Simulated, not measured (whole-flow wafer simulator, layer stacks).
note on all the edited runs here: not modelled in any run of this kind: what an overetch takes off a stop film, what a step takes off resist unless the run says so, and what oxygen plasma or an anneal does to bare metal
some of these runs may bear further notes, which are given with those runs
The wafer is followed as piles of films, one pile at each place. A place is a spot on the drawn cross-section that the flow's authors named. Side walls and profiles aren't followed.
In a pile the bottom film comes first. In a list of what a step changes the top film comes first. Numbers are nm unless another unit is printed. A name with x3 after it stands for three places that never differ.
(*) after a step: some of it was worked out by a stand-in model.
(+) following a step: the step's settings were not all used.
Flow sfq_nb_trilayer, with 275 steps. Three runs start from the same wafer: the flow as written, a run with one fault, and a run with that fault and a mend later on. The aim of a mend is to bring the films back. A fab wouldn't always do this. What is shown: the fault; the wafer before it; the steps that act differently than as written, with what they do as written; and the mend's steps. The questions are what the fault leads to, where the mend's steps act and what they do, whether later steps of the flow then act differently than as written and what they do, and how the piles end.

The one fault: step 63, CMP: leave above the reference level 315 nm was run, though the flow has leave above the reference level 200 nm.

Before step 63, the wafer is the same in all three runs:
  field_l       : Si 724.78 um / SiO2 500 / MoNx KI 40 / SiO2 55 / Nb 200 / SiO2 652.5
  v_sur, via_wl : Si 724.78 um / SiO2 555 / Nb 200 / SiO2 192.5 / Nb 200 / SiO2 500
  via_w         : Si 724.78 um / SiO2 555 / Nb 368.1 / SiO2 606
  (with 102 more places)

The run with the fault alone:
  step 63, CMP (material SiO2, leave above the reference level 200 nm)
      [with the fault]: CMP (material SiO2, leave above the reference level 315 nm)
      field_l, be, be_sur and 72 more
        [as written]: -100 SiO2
        [with the fault]: nothing
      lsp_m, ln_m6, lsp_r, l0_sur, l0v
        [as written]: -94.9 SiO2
        [with the fault]: nothing
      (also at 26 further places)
  Later steps of the flow acting differently than as written (8 other steps are not shown; they differ only slightly, by no more than 2% or 0.5 nm, whichever is larger):
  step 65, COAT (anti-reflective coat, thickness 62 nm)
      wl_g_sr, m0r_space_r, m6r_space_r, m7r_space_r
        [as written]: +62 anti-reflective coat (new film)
        [with the fault]: +64.2 anti-reflective coat (new film)
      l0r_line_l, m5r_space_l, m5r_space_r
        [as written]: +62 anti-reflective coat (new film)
        [with the fault]: +63.3 anti-reflective coat (new film)
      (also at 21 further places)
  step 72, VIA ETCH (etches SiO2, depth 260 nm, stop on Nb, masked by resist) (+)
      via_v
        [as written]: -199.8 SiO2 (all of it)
        [with the fault]: -260 SiO2
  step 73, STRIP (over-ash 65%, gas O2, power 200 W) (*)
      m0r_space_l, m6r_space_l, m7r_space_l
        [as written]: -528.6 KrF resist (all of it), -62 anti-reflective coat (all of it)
        [with the fault]: -531.1 KrF resist (all of it), -64.1 anti-reflective coat (all of it)
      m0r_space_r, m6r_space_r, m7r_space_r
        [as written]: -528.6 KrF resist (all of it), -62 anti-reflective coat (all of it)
        [with the fault]: -531 KrF resist (all of it), -64.2 anti-reflective coat (all of it)
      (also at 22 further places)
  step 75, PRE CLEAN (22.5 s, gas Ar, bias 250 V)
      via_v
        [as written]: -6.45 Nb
        [with the fault]: -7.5 SiO2
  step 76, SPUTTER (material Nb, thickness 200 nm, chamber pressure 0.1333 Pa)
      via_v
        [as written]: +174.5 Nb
        [with the fault]: +163.1 Nb (new film)
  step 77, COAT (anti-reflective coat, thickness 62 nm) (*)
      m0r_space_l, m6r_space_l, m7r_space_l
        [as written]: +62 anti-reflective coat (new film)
        [with the fault]: +64 anti-reflective coat (new film)
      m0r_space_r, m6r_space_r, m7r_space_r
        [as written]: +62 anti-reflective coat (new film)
        [with the fault]: +63.9 anti-reflective coat (new film)
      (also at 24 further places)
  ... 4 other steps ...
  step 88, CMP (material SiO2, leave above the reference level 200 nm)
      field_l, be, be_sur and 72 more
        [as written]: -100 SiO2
        [with the fault]: -85 SiO2
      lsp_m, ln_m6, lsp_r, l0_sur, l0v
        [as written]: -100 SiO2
        [with the fault]: -79.9 SiO2
  By the end, the piles at field_l, v_sur, via_wl and 103 more depart from the flow's by more than 2% or 0.5 nm, whichever is larger.
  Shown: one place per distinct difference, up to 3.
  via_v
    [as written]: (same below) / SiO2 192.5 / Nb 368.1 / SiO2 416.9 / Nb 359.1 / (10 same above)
    [with the fault]: (same below) / SiO2 192.5 / Nb 200 / SiO2 47.3 / Nb 163.1 / SiO2 489.6 / Nb 359.1 / (10 same above)
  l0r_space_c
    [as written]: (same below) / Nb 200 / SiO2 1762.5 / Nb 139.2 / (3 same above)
    [with the fault]: (same below) / Nb 200 / SiO2 1877.5 / Nb 139.2 / (3 same above)
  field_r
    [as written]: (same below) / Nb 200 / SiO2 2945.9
    [with the fault]: (same below) / Nb 200 / SiO2 3060.9

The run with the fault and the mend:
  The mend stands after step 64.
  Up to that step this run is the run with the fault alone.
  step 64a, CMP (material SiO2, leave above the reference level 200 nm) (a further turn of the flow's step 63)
      field_l, be, be_sur and 72 more
        -100 SiO2
      v_sur, via_wl, via_w and 23 more
        -115 SiO2
      lsp_m, ln_m6, lsp_r, l0_sur, l0v
        -94.9 SiO2
  Later steps of the flow that are run all act as written at every place that is followed.
  By the end, the piles equal the flow's at every place that both follow.
